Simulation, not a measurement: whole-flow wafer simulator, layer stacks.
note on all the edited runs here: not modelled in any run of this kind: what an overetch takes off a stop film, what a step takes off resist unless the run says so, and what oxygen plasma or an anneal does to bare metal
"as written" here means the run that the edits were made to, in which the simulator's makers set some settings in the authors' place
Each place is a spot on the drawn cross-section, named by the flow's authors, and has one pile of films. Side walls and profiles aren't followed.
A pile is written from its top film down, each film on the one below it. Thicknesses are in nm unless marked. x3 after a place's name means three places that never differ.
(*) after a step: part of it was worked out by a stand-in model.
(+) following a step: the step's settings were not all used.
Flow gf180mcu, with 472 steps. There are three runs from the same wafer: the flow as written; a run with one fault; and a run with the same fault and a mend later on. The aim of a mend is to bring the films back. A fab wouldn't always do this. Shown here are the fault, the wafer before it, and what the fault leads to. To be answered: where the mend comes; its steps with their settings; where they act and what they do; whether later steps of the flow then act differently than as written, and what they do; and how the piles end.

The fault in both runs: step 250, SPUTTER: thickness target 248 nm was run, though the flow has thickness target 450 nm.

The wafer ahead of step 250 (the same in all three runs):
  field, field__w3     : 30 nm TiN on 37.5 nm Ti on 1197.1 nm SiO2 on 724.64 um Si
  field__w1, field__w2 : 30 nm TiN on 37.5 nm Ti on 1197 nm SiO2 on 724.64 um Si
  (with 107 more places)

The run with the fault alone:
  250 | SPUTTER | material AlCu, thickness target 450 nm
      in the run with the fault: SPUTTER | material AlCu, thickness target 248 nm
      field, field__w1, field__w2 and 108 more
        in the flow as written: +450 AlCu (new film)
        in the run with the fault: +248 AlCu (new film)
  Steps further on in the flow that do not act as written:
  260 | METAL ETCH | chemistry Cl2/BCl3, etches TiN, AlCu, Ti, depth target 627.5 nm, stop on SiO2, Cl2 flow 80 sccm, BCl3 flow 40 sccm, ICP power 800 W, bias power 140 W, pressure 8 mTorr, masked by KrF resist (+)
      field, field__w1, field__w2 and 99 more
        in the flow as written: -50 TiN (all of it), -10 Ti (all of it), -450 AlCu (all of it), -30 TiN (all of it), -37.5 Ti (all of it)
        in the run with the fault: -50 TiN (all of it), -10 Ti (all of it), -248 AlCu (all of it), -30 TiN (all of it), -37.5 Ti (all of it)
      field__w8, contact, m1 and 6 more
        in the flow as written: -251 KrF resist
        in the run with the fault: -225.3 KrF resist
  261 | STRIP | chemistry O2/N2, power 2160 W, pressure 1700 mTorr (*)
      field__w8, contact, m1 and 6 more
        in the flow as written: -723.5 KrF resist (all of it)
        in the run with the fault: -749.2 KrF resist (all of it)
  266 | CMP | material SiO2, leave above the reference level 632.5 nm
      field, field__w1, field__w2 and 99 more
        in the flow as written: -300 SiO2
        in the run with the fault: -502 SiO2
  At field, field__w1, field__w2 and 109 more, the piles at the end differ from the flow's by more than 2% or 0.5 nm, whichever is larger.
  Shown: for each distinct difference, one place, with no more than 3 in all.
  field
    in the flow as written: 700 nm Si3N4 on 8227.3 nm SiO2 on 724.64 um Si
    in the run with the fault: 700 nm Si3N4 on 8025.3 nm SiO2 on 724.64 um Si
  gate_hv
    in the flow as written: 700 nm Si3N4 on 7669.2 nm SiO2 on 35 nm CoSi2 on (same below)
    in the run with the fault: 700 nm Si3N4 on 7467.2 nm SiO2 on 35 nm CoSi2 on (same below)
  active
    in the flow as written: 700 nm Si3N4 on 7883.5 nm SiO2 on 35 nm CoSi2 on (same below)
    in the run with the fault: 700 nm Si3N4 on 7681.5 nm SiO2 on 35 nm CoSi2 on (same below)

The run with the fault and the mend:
  After step 250 comes the mend.
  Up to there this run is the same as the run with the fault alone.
  250a | SPUTTER | material AlCu, thickness target 202 nm (the flow's step 250 again, with other settings)
      field, field__w1, field__w2 and 108 more
        +202 AlCu
  Later steps of the flow that are run all act as written at every place that is followed.
  By the end, the piles equal the flow's at every place that both follow.
